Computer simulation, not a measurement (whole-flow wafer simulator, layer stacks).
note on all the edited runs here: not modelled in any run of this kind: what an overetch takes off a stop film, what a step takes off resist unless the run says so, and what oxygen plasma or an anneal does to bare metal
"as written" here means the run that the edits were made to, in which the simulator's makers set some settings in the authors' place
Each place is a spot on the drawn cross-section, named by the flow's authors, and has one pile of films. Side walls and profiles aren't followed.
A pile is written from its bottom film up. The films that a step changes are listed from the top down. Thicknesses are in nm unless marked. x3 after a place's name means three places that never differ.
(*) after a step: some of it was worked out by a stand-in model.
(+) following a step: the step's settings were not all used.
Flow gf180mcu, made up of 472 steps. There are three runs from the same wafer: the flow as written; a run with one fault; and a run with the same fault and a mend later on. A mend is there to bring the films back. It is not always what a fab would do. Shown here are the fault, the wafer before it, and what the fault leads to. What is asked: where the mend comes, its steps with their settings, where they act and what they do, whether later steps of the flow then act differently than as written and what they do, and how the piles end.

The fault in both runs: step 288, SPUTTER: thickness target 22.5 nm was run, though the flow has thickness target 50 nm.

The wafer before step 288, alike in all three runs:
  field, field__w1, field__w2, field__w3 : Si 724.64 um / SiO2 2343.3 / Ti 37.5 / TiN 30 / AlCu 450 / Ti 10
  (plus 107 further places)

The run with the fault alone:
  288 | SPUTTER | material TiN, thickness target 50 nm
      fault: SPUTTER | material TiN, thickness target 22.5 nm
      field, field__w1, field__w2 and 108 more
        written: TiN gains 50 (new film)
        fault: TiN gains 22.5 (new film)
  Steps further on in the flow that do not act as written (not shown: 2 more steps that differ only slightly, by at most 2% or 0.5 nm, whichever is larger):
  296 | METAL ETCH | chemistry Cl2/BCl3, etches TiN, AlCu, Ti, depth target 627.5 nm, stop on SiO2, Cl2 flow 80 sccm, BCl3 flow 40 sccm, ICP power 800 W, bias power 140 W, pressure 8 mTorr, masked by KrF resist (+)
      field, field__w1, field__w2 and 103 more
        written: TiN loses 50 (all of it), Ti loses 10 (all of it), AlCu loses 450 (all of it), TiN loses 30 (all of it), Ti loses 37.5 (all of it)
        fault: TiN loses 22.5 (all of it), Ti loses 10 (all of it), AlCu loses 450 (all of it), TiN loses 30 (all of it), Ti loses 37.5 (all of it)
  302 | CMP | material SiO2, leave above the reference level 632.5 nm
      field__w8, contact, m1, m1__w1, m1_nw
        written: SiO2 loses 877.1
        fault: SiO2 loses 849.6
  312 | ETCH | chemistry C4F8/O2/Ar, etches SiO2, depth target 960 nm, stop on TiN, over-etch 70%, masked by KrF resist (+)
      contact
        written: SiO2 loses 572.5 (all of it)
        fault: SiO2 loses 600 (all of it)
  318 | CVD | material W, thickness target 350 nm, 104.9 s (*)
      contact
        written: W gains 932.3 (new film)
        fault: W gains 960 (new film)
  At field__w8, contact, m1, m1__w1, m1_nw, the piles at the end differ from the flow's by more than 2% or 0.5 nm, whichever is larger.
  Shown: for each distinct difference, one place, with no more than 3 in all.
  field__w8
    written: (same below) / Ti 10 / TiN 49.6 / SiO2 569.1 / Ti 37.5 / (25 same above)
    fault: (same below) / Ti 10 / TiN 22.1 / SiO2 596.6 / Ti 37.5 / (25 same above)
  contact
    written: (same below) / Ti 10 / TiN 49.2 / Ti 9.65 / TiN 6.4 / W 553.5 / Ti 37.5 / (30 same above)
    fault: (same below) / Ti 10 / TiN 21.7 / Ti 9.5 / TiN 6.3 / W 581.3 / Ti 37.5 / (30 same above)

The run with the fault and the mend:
  The mend stands after step 288.
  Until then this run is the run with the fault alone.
  288a | SPUTTER | material TiN, thickness target 27.5 nm (the flow's step 288 again, with other settings)
      field, field__w1, field__w2 and 108 more
        TiN gains 27.5
  None of the later steps of the flow acts differently than as written at any place that is followed.
  By the end, the piles equal the flow's at every place that both follow.
